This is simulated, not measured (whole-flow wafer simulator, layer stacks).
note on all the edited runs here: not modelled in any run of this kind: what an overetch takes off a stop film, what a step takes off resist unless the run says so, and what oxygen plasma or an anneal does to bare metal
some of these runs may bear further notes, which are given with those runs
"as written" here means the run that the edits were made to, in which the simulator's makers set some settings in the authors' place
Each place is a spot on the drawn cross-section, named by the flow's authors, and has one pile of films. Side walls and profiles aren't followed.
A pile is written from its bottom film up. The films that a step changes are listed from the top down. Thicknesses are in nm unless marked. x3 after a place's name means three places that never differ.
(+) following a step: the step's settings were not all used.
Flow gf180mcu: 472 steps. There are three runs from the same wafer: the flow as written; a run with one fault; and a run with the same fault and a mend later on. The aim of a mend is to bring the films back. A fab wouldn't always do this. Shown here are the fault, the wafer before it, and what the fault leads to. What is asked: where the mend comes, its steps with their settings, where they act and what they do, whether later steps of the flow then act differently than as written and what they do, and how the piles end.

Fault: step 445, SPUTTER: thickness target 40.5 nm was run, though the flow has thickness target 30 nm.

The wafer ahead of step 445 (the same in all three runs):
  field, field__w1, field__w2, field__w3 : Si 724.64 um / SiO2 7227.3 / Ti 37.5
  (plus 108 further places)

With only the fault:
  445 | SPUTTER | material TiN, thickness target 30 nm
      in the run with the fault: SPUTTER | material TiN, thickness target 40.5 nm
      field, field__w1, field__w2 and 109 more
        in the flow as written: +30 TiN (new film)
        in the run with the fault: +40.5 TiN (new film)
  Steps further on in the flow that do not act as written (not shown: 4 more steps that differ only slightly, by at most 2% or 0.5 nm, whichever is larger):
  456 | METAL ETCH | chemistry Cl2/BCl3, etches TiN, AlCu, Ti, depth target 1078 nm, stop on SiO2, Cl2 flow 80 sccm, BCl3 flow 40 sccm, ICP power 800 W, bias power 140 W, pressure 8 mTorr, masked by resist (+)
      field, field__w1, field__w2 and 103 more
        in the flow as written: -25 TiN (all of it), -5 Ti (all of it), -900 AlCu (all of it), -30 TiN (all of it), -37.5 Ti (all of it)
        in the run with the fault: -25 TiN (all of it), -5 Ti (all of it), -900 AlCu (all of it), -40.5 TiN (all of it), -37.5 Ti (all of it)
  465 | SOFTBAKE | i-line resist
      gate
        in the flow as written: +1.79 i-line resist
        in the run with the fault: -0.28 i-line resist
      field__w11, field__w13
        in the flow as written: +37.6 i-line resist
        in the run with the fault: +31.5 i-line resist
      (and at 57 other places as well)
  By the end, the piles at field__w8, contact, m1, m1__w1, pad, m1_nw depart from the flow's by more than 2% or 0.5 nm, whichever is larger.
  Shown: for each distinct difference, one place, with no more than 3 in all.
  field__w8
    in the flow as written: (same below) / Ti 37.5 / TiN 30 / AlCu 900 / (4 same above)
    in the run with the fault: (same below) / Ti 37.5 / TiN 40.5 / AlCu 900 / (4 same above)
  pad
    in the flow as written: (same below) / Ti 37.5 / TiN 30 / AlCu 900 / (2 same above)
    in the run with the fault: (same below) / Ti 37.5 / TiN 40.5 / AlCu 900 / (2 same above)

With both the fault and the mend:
  The mend stands after step 445.
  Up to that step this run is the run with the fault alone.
  445a | METAL ETCH | chemistry Cl2/BCl3, etches TiN, AlCu, Ti, depth target 10.5 nm, Cl2 flow 80 sccm, BCl3 flow 40 sccm, ICP power 800 W, bias power 140 W, pressure 8 mTorr (the flow's step 260 again, with other settings)
      field, field__w1, field__w2 and 109 more
        -10.5 TiN
  Every later step of the flow that is run acts as written at every place that is followed.
  At every place that both follow, the piles at the end match the flow's.
